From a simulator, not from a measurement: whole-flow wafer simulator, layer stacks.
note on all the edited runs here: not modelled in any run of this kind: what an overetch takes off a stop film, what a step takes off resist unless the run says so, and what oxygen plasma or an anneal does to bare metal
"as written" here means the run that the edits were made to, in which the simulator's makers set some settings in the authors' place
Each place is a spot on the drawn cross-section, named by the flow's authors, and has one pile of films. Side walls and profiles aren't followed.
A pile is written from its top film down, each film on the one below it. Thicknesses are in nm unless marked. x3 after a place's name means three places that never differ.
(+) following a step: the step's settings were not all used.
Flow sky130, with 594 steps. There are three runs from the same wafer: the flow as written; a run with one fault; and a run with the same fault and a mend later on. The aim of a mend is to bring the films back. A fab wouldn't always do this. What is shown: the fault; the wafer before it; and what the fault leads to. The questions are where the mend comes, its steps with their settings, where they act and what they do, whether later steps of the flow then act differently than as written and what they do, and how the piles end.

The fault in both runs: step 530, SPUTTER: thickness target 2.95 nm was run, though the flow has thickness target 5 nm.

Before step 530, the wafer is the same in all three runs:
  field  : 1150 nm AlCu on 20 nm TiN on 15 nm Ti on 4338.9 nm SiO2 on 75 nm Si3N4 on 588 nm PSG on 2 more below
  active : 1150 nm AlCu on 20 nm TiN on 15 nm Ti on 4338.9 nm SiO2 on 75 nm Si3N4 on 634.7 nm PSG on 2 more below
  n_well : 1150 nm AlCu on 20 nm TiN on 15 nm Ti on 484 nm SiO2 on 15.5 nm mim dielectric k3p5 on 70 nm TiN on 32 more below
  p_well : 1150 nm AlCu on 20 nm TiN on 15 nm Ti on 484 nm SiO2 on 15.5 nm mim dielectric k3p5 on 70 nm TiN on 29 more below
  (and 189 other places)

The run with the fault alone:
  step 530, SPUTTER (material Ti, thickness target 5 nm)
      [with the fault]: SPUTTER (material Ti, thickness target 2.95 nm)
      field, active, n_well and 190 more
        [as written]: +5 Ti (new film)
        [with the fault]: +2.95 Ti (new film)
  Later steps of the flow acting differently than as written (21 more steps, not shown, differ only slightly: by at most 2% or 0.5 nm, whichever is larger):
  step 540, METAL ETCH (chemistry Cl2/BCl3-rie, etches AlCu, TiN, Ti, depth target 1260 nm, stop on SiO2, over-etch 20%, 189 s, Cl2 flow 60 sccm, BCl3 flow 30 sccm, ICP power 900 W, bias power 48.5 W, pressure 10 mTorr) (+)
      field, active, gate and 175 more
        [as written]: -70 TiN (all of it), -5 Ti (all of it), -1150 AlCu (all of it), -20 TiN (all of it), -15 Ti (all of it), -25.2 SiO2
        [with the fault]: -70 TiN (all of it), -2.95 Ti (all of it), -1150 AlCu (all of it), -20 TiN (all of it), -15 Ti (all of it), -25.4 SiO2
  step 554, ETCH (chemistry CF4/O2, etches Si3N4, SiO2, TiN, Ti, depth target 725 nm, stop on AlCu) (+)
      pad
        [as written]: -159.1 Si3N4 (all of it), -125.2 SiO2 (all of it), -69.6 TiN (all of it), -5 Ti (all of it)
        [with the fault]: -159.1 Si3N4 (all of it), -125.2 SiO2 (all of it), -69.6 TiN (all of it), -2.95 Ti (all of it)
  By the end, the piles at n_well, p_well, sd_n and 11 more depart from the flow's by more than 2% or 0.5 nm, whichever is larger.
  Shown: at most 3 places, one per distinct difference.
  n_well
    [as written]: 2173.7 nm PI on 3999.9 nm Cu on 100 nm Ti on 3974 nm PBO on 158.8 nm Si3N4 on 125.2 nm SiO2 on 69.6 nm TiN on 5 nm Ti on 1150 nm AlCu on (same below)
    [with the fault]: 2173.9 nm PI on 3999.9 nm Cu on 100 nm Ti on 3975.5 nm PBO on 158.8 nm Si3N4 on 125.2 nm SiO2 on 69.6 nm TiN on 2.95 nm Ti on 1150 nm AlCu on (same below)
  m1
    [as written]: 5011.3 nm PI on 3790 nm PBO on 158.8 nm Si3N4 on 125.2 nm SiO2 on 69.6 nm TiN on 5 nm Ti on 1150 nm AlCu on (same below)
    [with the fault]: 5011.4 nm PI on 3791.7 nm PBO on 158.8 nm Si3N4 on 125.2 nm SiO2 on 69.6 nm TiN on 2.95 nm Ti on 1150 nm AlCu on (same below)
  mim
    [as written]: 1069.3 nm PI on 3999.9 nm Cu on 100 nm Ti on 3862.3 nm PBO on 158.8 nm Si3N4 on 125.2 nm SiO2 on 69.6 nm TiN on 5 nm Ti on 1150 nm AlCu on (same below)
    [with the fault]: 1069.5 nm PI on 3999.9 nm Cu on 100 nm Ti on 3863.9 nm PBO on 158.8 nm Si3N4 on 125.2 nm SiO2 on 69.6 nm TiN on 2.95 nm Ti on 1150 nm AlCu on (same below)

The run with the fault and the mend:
  The mend follows step 530.
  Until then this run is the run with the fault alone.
  step 530a, SPUTTER (material Ti, thickness target 2.05 nm) (the flow's step 530 again, with other settings)
      field, active, n_well and 190 more
        +2.05 Ti
  Later steps of the flow that are run all act as written at every place that is followed.
  At every place that both follow, the piles at the end match the flow's.
